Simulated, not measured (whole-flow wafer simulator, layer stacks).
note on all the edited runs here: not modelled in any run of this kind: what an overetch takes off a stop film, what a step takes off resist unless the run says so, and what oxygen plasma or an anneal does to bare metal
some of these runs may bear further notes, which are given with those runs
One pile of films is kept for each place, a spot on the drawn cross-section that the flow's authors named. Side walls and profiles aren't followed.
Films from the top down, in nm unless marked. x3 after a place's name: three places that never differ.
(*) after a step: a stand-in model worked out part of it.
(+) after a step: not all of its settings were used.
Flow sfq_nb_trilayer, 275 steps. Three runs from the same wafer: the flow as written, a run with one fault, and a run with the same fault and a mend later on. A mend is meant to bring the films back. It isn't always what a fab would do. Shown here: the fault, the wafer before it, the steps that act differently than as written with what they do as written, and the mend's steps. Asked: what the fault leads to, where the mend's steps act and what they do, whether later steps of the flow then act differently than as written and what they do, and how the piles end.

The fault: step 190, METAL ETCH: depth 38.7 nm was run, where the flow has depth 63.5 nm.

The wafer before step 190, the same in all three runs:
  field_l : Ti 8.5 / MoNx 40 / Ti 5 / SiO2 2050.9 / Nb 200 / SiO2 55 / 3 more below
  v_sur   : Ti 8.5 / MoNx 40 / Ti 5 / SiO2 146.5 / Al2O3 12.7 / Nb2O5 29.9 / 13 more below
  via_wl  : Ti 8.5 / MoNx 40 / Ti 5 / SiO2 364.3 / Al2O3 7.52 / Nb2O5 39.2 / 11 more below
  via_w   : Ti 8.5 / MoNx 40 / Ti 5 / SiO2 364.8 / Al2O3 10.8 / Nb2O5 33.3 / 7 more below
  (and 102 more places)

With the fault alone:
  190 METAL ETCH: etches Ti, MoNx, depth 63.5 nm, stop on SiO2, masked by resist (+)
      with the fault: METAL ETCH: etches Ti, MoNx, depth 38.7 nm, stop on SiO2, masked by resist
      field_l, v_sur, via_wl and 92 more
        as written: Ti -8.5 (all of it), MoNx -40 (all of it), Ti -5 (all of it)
        with the fault: Ti -8.5 (all of it), MoNx -30.2
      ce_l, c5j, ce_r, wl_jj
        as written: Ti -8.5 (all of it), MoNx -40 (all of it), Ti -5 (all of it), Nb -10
        with the fault: Ti -8.5 (all of it), MoNx -30.2
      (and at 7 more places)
  Later steps of the flow that act differently than as written (11 more steps differ only slightly, by at most 2% or 0.5 nm, whichever is larger, and aren't shown):
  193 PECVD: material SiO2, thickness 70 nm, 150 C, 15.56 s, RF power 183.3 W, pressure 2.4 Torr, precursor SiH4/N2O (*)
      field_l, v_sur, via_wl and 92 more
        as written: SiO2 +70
        with the fault: SiO2 +70 (new film)
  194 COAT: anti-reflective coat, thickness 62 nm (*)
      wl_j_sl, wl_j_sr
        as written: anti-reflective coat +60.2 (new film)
        with the fault: anti-reflective coat +62 (new film)
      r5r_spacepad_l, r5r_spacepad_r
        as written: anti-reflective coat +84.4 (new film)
        with the fault: anti-reflective coat +78 (new film)
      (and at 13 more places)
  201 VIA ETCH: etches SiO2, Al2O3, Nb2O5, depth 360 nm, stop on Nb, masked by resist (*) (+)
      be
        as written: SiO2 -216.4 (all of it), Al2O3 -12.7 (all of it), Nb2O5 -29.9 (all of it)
        with the fault: SiO2 -69.8 (all of it), MoNx -9.8 (all of it), Ti -5 (all of it), SiO2 -146.5 (all of it), Al2O3 -12.7 (all of it), Nb2O5 -29.9 (all of it)
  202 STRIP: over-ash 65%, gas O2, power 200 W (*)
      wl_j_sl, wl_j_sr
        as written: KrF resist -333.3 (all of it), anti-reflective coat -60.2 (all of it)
        with the fault: KrF resist -333.2 (all of it), anti-reflective coat -62 (all of it)
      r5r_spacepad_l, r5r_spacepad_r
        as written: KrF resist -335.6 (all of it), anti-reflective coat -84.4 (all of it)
        with the fault: KrF resist -335 (all of it), anti-reflective coat -78 (all of it)
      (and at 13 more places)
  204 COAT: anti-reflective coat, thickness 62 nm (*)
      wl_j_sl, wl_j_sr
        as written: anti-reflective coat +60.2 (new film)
        with the fault: anti-reflective coat +62 (new film)
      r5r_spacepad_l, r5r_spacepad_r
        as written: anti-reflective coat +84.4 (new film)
        with the fault: anti-reflective coat +78 (new film)
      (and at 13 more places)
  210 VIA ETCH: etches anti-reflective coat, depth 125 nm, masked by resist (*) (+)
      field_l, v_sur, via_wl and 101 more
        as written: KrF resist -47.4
        with the fault: KrF resist -48.4
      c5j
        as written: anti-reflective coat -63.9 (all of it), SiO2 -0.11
        with the fault: anti-reflective coat -61.3 (all of it), SiO2 -0.13
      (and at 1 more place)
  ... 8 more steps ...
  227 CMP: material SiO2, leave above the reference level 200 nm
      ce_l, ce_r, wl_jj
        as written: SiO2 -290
        with the fault: SiO2 -300
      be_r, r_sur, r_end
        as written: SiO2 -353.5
        with the fault: SiO2 -338.7
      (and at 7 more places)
  At the end the piles differ from the flow's by more than 2% or 0.5 nm, whichever is larger, at field_l, v_sur, via_wl and 100 more.
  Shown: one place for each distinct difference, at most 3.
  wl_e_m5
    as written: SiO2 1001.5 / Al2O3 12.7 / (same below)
    with the fault: SiO2 855 / MoNx 9.8 / Ti 5 / SiO2 146.5 / Al2O3 12.7 / (same below)
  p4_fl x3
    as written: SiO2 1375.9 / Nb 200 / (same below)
    with the fault: SiO2 855 / MoNx 9.8 / Ti 5 / SiO2 520.9 / Nb 200 / (same below)
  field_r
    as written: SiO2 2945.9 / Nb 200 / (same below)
    with the fault: SiO2 855 / MoNx 9.8 / Ti 5 / SiO2 2090.9 / Nb 200 / (same below)

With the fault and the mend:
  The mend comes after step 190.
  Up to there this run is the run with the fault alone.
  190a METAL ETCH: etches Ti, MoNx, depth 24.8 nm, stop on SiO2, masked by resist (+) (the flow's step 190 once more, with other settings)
      field_l, v_sur, via_wl and 92 more
        MoNx -9.8 (all of it), Ti -5 (all of it)
      be_r, r_sur, res, r_end, r5r_line_l, r5r_line_c, r5r_line_r
        KrF resist -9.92
      ce_l, c5j, ce_r, wl_jj
        MoNx -9.8 (all of it), Ti -5 (all of it), Nb -10
  No later step of the flow acts differently than as written at any place that is followed.
  At the end the piles are the same as the flow's at every place that both follow.
